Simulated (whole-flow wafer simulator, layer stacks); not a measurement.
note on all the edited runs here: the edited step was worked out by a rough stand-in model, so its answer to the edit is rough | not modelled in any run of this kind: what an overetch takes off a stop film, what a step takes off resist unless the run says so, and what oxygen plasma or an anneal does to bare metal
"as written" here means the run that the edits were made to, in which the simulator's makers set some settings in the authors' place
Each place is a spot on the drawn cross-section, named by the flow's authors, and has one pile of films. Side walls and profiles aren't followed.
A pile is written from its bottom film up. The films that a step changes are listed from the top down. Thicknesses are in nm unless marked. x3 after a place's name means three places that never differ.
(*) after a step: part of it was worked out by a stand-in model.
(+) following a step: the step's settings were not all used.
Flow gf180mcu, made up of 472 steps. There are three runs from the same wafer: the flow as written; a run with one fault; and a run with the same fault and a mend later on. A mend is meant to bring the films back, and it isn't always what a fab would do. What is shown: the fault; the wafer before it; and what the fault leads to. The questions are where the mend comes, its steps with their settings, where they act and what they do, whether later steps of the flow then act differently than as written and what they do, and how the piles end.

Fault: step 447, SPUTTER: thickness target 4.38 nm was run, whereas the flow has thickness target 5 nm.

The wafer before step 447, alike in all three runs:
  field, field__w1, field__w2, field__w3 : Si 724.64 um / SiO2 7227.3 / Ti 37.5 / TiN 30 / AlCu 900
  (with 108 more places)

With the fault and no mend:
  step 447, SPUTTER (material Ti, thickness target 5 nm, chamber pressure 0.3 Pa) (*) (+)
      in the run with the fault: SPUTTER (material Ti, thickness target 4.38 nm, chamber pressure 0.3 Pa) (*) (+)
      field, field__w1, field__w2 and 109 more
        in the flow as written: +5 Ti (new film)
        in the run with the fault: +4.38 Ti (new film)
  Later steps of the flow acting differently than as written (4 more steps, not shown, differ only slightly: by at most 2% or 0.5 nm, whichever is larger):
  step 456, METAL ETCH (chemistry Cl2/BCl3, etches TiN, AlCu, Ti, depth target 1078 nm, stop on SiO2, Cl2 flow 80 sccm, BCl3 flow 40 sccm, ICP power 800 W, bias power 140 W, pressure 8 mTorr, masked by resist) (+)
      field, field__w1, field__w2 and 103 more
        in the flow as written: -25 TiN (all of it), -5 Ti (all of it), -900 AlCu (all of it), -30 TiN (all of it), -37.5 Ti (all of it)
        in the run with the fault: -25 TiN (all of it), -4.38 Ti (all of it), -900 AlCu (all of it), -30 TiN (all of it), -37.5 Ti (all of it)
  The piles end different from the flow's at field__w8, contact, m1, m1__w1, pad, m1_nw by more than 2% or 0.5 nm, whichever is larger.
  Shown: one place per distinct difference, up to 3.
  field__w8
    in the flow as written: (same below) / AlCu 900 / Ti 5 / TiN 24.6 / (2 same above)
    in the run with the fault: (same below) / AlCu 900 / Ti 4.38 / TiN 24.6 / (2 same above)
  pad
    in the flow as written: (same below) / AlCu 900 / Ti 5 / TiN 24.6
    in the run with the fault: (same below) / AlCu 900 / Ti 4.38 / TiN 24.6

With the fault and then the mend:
  The mend follows step 447.
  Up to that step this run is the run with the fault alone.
  step 447a, SPUTTER (material Ti, thickness target 0.62 nm, chamber pressure 0.3 Pa) (*) (+) (the flow's step 447 again, with other settings)
      field, field__w1, field__w2 and 109 more
        +0.62 Ti
  Every later step of the flow that is run acts as written at every place that is followed.
  By the end, the piles equal the flow's at every place that both follow.
